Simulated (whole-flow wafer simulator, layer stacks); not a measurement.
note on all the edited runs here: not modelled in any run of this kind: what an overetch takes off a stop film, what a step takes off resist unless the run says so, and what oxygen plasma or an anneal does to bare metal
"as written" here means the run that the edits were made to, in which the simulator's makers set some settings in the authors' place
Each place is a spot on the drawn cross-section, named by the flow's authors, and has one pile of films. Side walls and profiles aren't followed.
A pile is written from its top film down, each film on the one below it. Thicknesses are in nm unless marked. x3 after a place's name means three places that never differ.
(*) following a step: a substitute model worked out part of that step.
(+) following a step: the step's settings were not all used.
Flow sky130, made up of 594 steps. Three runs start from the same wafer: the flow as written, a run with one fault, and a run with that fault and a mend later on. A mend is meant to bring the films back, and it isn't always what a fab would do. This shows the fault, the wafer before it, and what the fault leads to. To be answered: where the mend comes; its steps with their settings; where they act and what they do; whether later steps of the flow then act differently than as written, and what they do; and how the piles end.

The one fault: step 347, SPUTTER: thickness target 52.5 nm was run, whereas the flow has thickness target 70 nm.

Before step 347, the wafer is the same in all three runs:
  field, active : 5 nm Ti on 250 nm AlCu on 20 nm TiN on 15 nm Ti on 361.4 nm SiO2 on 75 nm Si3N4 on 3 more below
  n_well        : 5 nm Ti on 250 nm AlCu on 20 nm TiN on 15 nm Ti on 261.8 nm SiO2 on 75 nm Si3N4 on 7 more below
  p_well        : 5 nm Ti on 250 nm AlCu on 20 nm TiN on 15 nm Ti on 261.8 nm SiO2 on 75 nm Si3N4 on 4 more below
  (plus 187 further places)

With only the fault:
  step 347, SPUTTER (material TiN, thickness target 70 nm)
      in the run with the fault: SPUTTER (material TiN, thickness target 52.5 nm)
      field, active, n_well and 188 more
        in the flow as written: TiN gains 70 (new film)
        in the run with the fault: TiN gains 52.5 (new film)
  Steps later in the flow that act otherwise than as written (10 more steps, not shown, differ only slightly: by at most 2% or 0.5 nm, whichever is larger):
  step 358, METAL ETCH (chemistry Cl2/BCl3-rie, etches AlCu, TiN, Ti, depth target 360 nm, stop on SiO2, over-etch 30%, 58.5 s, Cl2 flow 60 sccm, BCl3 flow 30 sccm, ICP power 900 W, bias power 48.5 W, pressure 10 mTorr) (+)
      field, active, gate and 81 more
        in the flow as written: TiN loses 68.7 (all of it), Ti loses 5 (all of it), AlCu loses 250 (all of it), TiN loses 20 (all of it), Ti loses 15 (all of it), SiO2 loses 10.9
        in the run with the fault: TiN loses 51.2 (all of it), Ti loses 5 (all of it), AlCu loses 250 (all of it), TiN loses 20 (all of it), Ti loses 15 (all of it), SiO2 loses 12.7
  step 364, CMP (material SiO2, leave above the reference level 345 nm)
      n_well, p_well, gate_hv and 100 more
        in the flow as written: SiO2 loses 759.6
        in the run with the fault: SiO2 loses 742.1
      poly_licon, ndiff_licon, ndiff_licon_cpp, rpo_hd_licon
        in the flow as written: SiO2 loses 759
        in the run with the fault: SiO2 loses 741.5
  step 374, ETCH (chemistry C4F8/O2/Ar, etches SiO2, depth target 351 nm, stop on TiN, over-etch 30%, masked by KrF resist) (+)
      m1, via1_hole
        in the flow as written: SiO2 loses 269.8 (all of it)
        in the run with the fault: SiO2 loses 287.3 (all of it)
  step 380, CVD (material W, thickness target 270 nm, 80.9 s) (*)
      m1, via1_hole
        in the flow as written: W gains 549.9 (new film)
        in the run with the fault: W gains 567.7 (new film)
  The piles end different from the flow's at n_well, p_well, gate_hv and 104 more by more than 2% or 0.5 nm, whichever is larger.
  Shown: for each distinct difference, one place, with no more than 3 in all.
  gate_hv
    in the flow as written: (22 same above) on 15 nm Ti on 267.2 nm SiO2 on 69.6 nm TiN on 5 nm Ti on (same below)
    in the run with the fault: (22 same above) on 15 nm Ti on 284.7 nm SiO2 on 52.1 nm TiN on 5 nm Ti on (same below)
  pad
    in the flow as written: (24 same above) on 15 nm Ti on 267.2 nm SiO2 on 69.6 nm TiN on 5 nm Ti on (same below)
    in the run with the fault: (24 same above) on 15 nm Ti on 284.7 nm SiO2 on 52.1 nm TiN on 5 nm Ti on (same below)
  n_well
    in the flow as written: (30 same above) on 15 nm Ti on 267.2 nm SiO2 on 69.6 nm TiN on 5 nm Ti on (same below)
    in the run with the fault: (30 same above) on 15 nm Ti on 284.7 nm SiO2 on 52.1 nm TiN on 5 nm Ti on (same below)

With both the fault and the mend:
  The mend stands after step 347.
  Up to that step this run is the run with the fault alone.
  step 347a, SPUTTER (material TiN, thickness target 17.5 nm) (the flow's step 347 again, with other settings)
      field, active, n_well and 188 more
        TiN gains 17.5
  None of the later steps of the flow differs from how it acts as written, at any place that is followed, by more than 2% or 0.5 nm, whichever is larger.
  By the end, the piles equal the flow's at every place that both follow.
